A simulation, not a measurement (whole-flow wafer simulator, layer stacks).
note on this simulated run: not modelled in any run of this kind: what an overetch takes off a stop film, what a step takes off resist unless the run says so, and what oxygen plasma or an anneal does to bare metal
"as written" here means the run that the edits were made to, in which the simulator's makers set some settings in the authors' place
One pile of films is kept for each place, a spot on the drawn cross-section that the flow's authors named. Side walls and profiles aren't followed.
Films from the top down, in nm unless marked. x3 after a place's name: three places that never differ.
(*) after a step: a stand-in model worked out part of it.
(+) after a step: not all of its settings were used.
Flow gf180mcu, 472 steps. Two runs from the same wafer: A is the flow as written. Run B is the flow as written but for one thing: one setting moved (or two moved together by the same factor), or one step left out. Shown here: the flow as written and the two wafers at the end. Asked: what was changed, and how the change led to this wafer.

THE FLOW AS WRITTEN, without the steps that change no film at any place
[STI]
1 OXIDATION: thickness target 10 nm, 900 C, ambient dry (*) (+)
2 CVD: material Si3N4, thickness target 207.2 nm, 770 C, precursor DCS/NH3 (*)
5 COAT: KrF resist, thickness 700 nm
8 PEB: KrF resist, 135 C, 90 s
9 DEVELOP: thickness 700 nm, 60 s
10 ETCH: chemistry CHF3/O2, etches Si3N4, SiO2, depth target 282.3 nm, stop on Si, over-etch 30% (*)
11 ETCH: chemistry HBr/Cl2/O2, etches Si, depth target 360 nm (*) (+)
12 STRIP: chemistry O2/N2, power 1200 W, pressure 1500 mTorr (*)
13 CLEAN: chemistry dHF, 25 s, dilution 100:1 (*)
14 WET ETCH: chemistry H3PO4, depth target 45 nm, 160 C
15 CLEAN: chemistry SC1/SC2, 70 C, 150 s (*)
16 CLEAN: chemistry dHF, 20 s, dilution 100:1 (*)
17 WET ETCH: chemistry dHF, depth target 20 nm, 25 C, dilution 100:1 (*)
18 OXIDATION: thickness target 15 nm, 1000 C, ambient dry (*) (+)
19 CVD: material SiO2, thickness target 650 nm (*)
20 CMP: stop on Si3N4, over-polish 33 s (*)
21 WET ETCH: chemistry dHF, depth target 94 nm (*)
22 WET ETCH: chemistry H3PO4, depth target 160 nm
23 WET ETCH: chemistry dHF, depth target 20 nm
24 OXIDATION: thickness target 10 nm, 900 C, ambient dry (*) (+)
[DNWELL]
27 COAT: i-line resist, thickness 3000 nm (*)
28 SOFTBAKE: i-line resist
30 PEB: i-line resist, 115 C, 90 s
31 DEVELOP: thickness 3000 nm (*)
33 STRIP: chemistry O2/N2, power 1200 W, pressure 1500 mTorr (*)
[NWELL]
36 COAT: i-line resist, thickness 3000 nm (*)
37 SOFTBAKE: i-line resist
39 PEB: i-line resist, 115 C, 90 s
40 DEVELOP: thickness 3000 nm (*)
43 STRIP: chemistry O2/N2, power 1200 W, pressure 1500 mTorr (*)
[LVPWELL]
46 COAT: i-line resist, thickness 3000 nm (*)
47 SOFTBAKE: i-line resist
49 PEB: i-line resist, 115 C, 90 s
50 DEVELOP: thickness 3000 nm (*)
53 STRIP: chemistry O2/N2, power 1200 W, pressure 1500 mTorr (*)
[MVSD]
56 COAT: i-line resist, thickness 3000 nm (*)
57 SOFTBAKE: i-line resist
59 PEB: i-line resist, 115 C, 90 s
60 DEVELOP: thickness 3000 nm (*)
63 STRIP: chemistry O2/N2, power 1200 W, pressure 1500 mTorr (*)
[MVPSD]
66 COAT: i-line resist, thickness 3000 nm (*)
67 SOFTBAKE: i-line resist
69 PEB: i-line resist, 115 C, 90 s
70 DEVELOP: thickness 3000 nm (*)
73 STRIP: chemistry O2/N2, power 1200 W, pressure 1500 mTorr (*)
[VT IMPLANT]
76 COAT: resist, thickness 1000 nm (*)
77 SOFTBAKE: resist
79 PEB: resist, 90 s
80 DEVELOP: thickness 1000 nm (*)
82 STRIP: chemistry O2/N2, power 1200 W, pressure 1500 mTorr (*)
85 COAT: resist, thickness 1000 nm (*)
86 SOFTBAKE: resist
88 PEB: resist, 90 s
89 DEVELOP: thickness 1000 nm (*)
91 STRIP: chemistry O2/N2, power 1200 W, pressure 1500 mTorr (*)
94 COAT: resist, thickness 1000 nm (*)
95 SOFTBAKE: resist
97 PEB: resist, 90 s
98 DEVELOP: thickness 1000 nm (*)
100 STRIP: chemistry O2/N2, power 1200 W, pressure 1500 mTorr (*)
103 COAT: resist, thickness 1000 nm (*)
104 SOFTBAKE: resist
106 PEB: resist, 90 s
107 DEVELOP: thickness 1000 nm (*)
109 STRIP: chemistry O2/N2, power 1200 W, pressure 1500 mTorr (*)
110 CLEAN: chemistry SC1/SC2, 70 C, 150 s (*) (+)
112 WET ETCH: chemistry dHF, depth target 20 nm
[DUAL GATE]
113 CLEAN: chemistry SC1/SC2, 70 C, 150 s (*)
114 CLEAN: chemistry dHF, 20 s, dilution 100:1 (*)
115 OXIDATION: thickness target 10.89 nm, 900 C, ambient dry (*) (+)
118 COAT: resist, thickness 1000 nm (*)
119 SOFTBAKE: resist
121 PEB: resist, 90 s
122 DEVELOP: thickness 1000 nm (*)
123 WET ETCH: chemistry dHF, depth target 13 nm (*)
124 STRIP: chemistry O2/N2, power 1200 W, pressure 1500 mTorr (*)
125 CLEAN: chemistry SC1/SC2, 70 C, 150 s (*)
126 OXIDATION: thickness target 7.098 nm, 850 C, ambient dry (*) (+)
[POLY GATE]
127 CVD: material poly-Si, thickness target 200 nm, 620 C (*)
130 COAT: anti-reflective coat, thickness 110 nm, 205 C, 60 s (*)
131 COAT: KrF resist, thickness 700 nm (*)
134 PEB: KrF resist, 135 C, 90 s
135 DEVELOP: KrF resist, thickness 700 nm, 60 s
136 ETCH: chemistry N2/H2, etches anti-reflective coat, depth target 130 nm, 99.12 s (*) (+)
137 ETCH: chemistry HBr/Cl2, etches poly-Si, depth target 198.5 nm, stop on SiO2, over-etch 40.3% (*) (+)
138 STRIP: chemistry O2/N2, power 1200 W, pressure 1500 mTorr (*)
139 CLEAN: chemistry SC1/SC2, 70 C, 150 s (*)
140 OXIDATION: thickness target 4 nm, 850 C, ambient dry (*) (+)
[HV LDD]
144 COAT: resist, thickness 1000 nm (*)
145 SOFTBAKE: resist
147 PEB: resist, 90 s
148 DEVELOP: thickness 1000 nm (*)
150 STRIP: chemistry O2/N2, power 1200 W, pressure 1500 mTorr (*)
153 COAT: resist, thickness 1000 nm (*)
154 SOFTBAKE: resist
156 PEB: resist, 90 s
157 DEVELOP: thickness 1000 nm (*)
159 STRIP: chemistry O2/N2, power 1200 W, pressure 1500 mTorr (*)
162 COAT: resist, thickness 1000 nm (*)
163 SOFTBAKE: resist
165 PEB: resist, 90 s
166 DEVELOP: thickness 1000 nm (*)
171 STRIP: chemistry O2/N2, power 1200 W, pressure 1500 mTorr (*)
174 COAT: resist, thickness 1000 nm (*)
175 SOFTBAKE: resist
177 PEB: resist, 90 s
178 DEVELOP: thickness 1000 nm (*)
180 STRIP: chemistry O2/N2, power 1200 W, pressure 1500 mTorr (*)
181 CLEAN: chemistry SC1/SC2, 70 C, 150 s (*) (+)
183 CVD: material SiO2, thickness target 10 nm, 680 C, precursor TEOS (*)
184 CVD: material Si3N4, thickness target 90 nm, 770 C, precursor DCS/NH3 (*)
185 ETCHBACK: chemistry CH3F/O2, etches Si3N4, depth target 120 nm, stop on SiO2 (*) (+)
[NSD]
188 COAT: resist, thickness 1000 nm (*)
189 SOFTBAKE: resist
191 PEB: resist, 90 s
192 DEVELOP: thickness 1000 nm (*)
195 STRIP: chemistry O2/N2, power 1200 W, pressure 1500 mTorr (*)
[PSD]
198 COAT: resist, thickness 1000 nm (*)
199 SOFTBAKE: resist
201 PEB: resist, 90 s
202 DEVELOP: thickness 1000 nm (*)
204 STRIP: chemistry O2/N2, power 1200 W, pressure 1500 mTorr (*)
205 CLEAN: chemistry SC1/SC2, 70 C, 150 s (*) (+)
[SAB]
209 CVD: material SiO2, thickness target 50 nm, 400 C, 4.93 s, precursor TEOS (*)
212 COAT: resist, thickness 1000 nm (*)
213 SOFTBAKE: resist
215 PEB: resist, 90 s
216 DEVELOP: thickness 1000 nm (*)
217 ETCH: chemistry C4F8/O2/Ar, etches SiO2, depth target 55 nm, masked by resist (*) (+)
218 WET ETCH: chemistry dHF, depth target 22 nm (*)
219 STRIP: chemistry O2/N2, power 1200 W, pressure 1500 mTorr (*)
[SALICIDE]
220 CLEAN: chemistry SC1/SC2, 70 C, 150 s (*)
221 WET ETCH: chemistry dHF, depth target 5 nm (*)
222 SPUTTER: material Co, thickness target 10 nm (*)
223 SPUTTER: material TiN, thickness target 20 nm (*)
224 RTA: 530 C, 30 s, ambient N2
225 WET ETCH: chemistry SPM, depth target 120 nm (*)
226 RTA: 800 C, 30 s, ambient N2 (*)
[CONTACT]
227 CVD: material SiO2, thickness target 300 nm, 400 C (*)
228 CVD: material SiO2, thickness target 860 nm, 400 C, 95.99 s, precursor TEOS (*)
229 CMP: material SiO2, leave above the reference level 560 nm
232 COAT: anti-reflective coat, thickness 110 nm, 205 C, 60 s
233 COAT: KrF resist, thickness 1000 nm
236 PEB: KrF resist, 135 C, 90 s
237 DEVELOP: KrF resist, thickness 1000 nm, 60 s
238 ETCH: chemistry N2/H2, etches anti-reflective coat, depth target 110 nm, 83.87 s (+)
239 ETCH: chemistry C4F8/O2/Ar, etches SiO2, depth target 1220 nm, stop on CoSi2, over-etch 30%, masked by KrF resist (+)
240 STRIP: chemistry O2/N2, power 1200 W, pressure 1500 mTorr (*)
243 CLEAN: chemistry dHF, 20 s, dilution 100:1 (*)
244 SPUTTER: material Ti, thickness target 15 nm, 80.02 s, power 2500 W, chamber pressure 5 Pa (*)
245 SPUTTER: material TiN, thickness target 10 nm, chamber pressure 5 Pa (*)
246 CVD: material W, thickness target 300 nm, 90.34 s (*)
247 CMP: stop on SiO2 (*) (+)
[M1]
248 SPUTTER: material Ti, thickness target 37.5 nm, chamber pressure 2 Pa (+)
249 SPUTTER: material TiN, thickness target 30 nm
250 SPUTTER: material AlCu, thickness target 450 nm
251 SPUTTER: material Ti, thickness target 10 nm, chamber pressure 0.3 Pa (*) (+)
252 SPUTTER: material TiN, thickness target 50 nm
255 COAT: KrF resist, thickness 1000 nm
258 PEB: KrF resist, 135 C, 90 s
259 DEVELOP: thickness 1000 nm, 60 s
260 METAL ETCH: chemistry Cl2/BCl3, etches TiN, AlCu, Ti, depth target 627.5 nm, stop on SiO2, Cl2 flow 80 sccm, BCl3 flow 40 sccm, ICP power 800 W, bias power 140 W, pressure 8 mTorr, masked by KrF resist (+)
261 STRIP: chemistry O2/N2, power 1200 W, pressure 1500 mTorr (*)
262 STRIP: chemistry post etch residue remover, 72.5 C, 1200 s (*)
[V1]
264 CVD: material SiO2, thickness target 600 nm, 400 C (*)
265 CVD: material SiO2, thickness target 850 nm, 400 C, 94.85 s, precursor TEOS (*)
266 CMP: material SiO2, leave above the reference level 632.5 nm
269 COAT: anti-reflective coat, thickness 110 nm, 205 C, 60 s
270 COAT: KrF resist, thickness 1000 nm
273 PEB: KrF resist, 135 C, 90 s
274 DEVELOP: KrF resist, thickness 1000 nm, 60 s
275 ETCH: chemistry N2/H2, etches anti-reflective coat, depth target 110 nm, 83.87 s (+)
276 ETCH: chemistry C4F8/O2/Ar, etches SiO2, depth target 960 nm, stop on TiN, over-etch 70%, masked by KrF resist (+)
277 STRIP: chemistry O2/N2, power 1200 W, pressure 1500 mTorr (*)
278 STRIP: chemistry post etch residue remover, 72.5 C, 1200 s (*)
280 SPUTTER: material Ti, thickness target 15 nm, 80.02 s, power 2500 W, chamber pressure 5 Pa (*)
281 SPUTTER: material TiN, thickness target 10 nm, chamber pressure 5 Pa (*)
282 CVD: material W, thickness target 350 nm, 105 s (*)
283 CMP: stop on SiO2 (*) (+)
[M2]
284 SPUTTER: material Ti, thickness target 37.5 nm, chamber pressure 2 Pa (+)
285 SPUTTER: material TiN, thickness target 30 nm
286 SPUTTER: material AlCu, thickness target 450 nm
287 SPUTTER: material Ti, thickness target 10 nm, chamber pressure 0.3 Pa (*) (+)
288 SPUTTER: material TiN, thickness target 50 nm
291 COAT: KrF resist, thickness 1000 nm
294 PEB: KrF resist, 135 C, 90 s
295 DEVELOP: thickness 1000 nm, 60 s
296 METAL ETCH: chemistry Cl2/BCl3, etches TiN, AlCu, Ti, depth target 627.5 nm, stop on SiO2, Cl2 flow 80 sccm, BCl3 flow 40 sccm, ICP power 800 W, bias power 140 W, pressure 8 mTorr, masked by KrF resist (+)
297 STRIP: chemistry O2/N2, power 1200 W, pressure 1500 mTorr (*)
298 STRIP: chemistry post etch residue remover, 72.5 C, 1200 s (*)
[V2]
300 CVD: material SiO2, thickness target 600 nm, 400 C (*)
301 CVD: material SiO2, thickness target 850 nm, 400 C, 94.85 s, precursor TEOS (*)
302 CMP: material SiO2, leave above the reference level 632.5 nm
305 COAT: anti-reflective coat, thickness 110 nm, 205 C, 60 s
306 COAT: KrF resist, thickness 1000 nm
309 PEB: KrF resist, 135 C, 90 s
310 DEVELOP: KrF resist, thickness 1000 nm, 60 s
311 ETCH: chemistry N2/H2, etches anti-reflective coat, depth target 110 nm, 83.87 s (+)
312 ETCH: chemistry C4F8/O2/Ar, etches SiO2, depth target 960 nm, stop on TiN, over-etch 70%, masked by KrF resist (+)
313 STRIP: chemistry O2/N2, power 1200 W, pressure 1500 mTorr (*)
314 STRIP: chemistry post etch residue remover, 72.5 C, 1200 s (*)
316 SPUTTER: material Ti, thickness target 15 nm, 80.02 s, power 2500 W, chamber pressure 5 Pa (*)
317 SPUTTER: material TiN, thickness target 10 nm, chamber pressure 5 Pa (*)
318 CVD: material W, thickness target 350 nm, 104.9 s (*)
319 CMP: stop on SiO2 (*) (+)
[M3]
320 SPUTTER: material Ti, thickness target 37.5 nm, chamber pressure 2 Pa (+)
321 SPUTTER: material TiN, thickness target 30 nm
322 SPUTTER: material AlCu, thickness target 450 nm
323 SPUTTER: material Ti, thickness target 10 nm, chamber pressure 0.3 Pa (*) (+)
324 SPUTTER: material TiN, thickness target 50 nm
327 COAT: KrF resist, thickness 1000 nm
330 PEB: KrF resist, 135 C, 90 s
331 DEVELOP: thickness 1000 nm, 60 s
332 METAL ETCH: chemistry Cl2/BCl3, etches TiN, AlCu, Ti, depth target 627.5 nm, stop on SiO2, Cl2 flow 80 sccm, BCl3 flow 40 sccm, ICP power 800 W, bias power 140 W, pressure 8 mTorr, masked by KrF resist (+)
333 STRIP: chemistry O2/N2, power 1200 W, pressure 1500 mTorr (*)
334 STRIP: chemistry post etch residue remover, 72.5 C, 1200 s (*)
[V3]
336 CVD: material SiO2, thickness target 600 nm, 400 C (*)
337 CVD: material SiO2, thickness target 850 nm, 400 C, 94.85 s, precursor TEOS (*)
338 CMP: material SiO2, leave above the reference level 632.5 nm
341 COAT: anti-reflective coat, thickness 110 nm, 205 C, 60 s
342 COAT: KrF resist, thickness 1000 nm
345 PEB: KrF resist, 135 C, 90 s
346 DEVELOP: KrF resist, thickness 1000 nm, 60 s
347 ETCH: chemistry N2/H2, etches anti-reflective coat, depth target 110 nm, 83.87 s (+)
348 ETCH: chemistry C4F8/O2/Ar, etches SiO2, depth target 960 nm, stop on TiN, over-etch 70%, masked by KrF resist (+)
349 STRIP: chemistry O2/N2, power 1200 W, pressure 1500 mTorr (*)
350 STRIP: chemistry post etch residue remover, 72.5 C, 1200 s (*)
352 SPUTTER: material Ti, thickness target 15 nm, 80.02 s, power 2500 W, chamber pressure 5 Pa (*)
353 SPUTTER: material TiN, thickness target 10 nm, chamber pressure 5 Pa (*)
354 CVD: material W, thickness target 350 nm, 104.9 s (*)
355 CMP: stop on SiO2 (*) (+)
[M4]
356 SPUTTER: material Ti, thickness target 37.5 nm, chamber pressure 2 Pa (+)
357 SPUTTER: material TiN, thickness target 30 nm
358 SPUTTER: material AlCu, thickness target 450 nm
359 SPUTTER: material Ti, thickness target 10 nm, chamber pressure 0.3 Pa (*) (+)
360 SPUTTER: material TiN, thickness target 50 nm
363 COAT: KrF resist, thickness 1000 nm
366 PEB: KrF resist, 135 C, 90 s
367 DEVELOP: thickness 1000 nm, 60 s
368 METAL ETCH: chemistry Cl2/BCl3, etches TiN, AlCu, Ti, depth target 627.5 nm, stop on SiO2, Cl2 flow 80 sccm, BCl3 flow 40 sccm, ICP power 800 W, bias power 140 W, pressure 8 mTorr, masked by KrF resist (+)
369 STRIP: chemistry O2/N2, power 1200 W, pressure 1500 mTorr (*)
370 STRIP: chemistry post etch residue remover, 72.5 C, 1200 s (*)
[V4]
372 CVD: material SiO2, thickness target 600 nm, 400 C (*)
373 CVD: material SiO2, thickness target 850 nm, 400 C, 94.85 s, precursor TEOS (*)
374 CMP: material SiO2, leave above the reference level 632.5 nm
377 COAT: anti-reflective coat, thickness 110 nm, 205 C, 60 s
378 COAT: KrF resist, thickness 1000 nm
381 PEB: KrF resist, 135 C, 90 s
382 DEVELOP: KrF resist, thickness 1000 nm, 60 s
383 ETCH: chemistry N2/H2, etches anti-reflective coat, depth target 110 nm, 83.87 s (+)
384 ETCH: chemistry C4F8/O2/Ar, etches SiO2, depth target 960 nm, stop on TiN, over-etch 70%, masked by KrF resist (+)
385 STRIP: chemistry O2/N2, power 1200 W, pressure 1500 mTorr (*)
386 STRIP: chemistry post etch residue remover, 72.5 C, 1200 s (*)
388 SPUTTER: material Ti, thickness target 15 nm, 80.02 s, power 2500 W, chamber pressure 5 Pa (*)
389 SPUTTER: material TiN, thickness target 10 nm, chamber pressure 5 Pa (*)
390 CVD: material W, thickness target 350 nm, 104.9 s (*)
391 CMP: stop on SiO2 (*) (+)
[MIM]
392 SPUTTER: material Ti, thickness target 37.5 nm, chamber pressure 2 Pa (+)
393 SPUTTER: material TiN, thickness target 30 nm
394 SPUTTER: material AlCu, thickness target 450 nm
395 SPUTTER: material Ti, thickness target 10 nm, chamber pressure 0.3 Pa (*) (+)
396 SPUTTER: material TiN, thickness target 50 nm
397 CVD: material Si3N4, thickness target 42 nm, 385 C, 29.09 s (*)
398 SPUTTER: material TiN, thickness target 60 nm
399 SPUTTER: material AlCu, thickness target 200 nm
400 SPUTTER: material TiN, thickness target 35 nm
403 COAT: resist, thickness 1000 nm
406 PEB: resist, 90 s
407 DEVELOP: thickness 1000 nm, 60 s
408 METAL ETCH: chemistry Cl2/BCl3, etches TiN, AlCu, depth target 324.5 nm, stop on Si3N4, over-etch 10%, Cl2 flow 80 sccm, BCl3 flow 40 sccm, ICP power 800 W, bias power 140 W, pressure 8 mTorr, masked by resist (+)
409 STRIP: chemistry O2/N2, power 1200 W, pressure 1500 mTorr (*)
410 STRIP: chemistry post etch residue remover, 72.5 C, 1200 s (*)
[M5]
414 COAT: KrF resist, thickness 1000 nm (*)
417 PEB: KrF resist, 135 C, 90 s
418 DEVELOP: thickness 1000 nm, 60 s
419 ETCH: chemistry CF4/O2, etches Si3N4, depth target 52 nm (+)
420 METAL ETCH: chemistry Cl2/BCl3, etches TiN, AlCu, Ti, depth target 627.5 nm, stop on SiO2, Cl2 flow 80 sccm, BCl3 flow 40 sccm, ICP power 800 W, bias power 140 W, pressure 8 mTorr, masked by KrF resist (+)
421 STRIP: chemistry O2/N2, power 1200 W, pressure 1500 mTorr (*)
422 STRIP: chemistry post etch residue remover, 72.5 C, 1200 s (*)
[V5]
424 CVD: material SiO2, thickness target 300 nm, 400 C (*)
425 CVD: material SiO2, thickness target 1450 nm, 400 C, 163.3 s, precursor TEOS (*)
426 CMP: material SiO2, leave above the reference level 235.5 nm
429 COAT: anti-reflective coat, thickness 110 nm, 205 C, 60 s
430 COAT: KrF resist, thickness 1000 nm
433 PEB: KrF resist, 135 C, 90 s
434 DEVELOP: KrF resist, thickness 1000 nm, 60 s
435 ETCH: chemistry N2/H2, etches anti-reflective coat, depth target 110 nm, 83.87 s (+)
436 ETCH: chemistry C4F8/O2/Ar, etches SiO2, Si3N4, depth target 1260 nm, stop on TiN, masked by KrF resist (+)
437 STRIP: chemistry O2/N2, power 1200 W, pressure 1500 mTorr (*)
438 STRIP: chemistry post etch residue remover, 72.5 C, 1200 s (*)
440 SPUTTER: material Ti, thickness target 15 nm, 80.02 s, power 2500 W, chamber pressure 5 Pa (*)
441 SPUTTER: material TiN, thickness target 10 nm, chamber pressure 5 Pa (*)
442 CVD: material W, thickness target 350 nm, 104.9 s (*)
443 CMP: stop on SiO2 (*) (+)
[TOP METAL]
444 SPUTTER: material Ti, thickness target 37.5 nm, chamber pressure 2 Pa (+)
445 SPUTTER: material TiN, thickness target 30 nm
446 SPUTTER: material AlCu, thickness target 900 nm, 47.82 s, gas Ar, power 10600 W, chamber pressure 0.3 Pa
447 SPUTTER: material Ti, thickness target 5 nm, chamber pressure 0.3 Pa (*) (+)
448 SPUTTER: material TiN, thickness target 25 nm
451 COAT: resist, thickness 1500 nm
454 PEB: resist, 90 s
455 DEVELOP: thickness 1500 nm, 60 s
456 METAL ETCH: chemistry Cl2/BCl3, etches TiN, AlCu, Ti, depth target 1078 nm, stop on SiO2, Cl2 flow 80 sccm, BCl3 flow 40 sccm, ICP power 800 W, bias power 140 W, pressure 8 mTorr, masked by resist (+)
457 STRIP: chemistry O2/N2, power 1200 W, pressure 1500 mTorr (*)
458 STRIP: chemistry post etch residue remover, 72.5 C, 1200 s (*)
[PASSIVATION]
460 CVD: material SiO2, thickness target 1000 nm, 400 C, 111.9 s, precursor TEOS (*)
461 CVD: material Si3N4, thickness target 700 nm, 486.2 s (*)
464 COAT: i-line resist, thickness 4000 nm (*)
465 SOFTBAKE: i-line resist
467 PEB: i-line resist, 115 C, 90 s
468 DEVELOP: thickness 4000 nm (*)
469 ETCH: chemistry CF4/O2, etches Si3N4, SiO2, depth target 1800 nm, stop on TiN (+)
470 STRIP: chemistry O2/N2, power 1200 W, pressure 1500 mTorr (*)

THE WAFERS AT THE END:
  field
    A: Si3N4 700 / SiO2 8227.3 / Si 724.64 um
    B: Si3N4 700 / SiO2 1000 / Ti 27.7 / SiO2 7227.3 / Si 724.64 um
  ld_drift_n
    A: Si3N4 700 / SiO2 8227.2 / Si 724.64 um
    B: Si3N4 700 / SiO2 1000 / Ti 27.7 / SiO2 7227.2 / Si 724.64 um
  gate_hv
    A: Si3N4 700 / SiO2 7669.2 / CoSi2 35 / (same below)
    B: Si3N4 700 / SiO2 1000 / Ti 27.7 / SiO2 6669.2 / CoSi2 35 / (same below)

The cause: step 456, METAL ETCH: depth target 969.8 nm was run, where the flow has depth target 1078 nm.

How the change led to this, step by step:
  456 METAL ETCH: chemistry Cl2/BCl3, etches TiN, AlCu, Ti, depth target 1078 nm, stop on SiO2, Cl2 flow 80 sccm, BCl3 flow 40 sccm, ICP power 800 W, bias power 140 W, pressure 8 mTorr, masked by resist (+)
      field, field__w1, field__w2 and 103 more: A TiN -25 (all of it), Ti -5 (all of it), AlCu -900 (all of it), TiN -30 (all of it), Ti -37.5 (all of it) | B TiN -25 (all of it), Ti -5 (all of it), AlCu -900 (all of it), TiN -30 (all of it), Ti -9.8
      field__w8, contact, m1, m1__w1, pad, m1_nw: A resist -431 | B resist -387.9
  457 STRIP: chemistry O2/N2, power 1200 W, pressure 1500 mTorr (*)
      field__w8, contact, m1, m1__w1, pad, m1_nw: A resist -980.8 (all of it) | B resist -1023.8 (all of it)
  460 CVD: material SiO2, thickness target 1000 nm, 400 C, 111.9 s, precursor TEOS (*)
      field, field__w1, field__w2 and 103 more: A SiO2 +1000 | B SiO2 +1000 (new film)
  465 SOFTBAKE: i-line resist
      field__w5, field__w9: A i-line resist +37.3 | B i-line resist +35.8
      field__w13, nw_enc_fld_lv__w4: A i-line resist +37.9 | B i-line resist +36.4
      (and at 61 more places)
Counting metal films that touch as one body, field has 1 body; the flow as written gives 0 bodies.
Counting metal films that touch as one body, ld_drift_n has 1 body; the flow as written gives 0 bodies.
Counting metal films that touch as one body, gate_hv has 2 bodies (between them, from the top down: SiO2 6669.2); the flow as written gives 1 body.
